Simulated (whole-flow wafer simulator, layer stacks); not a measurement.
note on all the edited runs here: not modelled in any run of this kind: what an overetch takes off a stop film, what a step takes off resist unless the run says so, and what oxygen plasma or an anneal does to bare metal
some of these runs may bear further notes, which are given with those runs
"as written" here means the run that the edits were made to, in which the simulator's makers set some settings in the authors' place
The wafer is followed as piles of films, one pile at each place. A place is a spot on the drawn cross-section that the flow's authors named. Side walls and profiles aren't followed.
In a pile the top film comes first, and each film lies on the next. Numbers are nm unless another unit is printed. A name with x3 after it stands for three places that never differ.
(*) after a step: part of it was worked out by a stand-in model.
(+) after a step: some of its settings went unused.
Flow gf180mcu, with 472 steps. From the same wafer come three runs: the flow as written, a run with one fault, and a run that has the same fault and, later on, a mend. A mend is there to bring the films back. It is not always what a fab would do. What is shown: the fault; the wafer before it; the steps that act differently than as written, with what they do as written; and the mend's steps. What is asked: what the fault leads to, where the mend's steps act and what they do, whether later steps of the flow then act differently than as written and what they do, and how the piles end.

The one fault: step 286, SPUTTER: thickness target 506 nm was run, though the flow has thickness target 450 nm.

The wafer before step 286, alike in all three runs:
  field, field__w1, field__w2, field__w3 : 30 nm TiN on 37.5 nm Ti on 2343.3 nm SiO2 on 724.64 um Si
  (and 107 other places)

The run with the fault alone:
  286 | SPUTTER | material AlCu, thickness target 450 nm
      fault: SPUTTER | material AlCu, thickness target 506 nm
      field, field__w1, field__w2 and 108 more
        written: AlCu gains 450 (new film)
        fault: AlCu gains 506 (new film)
  Later steps of the flow acting differently than as written:
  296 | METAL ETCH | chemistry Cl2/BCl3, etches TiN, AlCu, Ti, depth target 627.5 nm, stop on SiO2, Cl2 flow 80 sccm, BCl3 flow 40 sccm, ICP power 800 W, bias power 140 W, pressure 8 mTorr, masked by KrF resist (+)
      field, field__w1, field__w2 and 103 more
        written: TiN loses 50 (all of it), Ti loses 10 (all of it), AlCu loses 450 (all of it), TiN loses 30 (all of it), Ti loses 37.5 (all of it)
        fault: TiN loses 50 (all of it), Ti loses 10 (all of it), AlCu loses 506 (all of it), TiN loses 30 (all of it), Ti loses 31.5
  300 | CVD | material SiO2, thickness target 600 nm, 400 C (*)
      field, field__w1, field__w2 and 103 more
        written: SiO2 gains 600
        fault: SiO2 gains 600 (new film)
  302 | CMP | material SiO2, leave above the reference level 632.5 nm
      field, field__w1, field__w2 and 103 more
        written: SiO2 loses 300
        fault: SiO2 loses 250
  By the end, the piles at field, field__w1, field__w2 and 109 more depart from the flow's by more than 2% or 0.5 nm, whichever is larger.
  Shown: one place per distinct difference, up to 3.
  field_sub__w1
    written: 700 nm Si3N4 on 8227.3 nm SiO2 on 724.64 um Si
    fault: 700 nm Si3N4 on 5934 nm SiO2 on 6 nm Ti on 2343.2 nm SiO2 on 724.64 um Si
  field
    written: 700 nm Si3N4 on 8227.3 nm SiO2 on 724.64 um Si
    fault: 700 nm Si3N4 on 5934 nm SiO2 on 6 nm Ti on 2343.3 nm SiO2 on 724.64 um Si
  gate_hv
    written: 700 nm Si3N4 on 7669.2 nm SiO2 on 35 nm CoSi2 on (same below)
    fault: 700 nm Si3N4 on 5934 nm SiO2 on 6 nm Ti on 1785.1 nm SiO2 on 35 nm CoSi2 on (same below)

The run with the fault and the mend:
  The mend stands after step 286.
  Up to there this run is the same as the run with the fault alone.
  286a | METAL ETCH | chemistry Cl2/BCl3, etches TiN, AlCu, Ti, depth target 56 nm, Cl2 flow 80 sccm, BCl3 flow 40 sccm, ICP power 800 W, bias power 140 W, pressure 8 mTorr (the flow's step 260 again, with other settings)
      field, field__w1, field__w2 and 108 more
        AlCu loses 56
  Every later step of the flow that is run acts as written at every place that is followed.
  The piles end the same as the flow's at every place that both follow.
